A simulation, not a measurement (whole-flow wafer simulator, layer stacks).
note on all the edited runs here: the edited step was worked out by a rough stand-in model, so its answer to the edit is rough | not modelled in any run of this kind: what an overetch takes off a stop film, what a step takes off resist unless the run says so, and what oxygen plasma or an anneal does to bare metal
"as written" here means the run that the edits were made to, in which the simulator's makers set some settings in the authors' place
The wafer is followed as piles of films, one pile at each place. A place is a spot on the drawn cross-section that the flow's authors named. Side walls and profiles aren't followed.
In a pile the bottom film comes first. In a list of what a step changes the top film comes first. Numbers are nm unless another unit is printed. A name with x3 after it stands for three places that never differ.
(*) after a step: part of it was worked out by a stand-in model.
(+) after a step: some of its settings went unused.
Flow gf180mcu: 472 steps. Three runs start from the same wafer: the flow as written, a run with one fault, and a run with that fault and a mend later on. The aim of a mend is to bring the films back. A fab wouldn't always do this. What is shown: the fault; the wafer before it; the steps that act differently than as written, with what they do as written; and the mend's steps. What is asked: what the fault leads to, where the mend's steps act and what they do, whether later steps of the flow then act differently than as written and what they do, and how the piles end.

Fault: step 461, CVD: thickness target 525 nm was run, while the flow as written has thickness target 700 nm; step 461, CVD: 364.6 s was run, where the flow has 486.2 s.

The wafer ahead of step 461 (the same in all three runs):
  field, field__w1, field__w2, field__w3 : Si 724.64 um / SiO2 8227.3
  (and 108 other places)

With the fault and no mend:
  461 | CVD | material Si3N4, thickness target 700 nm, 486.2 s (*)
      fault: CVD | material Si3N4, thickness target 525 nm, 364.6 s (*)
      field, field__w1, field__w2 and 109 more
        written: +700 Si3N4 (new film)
        fault: +525 Si3N4 (new film)
  Later steps of the flow acting differently than as written (not shown: 4 more steps that differ only slightly, by at most 2% or 0.5 nm, whichever is larger):
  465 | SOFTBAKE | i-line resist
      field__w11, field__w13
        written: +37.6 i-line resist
        fault: +36.8 i-line resist
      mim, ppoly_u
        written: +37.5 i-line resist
        fault: +36.7 i-line resist
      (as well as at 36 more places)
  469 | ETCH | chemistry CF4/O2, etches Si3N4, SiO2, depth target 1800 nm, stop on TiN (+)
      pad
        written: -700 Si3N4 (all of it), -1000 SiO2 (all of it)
        fault: -525 Si3N4 (all of it), -1000 SiO2 (all of it)
  At field, field__w1, field__w2 and 108 more, the piles at the end differ from the flow's by more than 2% or 0.5 nm, whichever is larger.
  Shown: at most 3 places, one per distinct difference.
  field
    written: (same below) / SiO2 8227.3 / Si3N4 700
    fault: (same below) / SiO2 8227.3 / Si3N4 525
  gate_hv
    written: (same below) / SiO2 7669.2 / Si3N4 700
    fault: (same below) / SiO2 7669.2 / Si3N4 525
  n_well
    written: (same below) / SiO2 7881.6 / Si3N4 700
    fault: (same below) / SiO2 7881.6 / Si3N4 525

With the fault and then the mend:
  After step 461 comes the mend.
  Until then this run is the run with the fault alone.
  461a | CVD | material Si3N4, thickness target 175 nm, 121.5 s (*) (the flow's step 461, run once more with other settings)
      field, field__w1, field__w2 and 109 more
        +175.1 Si3N4
  None of the later steps of the flow differs from how it acts as written, at any place that is followed, by more than 2% or 0.5 nm, whichever is larger.
  The piles end only slightly different from the flow's at the places that both follow, by no more than 2% or 0.5 nm, whichever is larger.
